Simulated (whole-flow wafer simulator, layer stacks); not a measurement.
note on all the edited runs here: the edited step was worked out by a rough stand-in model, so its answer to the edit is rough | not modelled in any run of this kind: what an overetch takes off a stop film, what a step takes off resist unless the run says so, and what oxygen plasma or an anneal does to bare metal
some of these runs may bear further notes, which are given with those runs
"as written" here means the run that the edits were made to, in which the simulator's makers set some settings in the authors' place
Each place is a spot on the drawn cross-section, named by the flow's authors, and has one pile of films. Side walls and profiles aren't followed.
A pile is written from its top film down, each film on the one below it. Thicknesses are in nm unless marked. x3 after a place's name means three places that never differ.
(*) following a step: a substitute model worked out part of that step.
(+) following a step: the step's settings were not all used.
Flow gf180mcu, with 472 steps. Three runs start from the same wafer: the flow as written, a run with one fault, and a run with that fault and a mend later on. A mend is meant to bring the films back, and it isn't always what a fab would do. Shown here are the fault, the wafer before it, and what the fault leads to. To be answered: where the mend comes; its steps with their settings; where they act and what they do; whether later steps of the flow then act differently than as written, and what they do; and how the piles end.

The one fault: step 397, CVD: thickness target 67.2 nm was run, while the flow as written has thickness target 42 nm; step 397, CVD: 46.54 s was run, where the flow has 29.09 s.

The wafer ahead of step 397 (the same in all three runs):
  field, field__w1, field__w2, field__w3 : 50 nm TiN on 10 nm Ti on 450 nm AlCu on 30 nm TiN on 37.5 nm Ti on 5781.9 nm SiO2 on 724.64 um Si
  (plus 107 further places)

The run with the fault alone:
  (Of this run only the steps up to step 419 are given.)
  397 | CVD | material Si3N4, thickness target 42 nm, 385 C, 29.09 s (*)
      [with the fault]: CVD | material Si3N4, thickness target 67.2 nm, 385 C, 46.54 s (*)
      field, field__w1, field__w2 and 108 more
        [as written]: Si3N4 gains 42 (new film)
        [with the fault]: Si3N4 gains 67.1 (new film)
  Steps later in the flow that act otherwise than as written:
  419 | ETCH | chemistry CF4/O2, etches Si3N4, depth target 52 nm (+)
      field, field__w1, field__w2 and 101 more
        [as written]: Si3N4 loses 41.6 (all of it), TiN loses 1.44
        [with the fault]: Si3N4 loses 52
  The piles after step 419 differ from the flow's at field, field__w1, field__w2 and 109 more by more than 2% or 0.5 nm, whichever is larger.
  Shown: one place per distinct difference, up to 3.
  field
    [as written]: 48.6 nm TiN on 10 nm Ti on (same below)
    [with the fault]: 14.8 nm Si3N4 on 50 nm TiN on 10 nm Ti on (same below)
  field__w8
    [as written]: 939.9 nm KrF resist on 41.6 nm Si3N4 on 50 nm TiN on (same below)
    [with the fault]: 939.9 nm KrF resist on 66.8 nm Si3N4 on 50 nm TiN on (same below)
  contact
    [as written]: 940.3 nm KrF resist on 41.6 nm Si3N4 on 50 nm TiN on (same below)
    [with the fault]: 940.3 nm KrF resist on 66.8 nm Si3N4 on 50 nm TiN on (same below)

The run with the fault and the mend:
  The mend follows step 418.
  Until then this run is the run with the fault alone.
  419 | ETCH | chemistry CF4/O2, etches Si3N4, depth target 77.2 nm (+) (the flow's step 419, where the flow has depth target 52 nm)
      field, field__w1, field__w2 and 101 more
        Si3N4 loses 66.8 (all of it), TiN loses 1.45
      field__w4, field__w8, contact, m1, m1__w1, mim, mim_1p0, m1_nw
        KrF resist loses 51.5
  Steps later in the flow that act otherwise than as written (3 more steps, not shown, differ only slightly: by at most 2% or 0.5 nm, whichever is larger):
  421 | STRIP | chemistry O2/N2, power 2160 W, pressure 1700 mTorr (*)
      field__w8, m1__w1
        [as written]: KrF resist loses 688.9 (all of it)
        [with the mend]: KrF resist loses 672.1 (all of it)
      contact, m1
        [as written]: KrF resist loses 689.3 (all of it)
        [with the mend]: KrF resist loses 672.5 (all of it)
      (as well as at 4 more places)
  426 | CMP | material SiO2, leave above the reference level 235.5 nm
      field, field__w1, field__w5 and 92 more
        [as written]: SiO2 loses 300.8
        [with the mend]: SiO2 loses 275.7
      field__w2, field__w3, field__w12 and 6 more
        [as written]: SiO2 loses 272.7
        [with the mend]: SiO2 loses 246.4
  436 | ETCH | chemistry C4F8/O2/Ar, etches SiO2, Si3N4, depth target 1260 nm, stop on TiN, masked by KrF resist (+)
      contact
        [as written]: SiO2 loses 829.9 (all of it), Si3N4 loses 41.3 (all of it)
        [with the mend]: SiO2 loses 829.9 (all of it), Si3N4 loses 66.4 (all of it)
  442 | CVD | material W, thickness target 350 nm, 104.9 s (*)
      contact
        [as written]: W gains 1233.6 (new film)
        [with the mend]: W gains 1258.9 (new film)
  The piles end different from the flow's at field__w4, field__w8, contact, m1, m1__w1, mim, mim_1p0, m1_nw by more than 2% or 0.5 nm, whichever is larger.
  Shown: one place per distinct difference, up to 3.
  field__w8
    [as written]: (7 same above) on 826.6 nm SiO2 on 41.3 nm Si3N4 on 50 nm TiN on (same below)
    [with the mend]: (7 same above) on 826.6 nm SiO2 on 66.4 nm Si3N4 on 50 nm TiN on (same below)
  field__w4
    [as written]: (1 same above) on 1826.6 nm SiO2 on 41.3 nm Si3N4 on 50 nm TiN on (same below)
    [with the mend]: (1 same above) on 1826.6 nm SiO2 on 66.4 nm Si3N4 on 50 nm TiN on (same below)
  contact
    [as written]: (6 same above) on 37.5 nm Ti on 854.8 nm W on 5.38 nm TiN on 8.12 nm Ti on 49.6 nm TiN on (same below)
    [with the mend]: (6 same above) on 37.5 nm Ti on 880.1 nm W on 5.3 nm TiN on 8 nm Ti on 49.6 nm TiN on (same below)
